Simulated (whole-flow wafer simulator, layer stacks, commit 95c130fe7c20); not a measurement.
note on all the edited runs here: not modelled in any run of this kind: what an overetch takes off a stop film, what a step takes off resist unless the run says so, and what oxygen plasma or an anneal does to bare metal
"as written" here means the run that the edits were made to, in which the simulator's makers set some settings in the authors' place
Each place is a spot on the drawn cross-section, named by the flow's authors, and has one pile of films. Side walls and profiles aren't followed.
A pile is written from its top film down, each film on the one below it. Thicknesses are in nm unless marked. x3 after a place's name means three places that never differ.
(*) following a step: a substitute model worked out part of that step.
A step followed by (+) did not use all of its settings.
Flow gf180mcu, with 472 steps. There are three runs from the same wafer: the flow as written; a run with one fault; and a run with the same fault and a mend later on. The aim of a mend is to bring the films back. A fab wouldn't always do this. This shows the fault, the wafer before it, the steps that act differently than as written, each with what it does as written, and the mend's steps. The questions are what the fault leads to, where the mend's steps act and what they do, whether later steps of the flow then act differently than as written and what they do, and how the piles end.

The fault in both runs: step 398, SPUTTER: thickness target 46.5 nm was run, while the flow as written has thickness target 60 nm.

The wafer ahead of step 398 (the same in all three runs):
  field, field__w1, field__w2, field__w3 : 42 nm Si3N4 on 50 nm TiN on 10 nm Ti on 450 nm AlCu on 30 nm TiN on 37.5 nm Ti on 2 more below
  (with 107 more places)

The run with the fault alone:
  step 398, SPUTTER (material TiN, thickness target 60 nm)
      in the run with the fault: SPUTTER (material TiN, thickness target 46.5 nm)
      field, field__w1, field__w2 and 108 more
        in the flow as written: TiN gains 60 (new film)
        in the run with the fault: TiN gains 46.5 (new film)
  Steps later in the flow that act otherwise than as written (8 other steps are not shown; they differ only slightly, by no more than 2% or 0.5 nm, whichever is larger):
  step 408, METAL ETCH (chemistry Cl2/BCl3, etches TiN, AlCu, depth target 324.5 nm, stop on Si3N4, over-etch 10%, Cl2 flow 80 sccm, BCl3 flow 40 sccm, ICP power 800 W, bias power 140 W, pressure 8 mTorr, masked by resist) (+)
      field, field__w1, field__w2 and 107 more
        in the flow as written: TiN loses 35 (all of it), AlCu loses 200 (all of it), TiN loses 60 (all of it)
        in the run with the fault: TiN loses 35 (all of it), AlCu loses 200 (all of it), TiN loses 46.5 (all of it)
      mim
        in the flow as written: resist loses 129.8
        in the run with the fault: resist loses 123.9
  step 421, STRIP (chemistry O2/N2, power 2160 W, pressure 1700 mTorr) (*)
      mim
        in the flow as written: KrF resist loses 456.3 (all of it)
        in the run with the fault: KrF resist loses 466.4 (all of it)
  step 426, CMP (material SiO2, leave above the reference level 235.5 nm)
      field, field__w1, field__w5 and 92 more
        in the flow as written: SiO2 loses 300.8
        in the run with the fault: SiO2 loses 314.3
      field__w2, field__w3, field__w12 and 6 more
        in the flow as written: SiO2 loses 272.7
        in the run with the fault: SiO2 loses 286.2
  By the end, the piles at mim depart from the flow's by more than 2% or 0.5 nm, whichever is larger.
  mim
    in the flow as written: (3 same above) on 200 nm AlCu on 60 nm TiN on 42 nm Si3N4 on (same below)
    in the run with the fault: (3 same above) on 200 nm AlCu on 46.5 nm TiN on 42 nm Si3N4 on (same below)

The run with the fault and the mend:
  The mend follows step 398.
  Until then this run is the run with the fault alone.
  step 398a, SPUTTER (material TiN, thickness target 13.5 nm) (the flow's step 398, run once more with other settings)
      field, field__w1, field__w2 and 108 more
        TiN gains 13.5
  Later steps of the flow that are run all act as written at every place that is followed.
  The piles end the same as the flow's at every place that both follow.
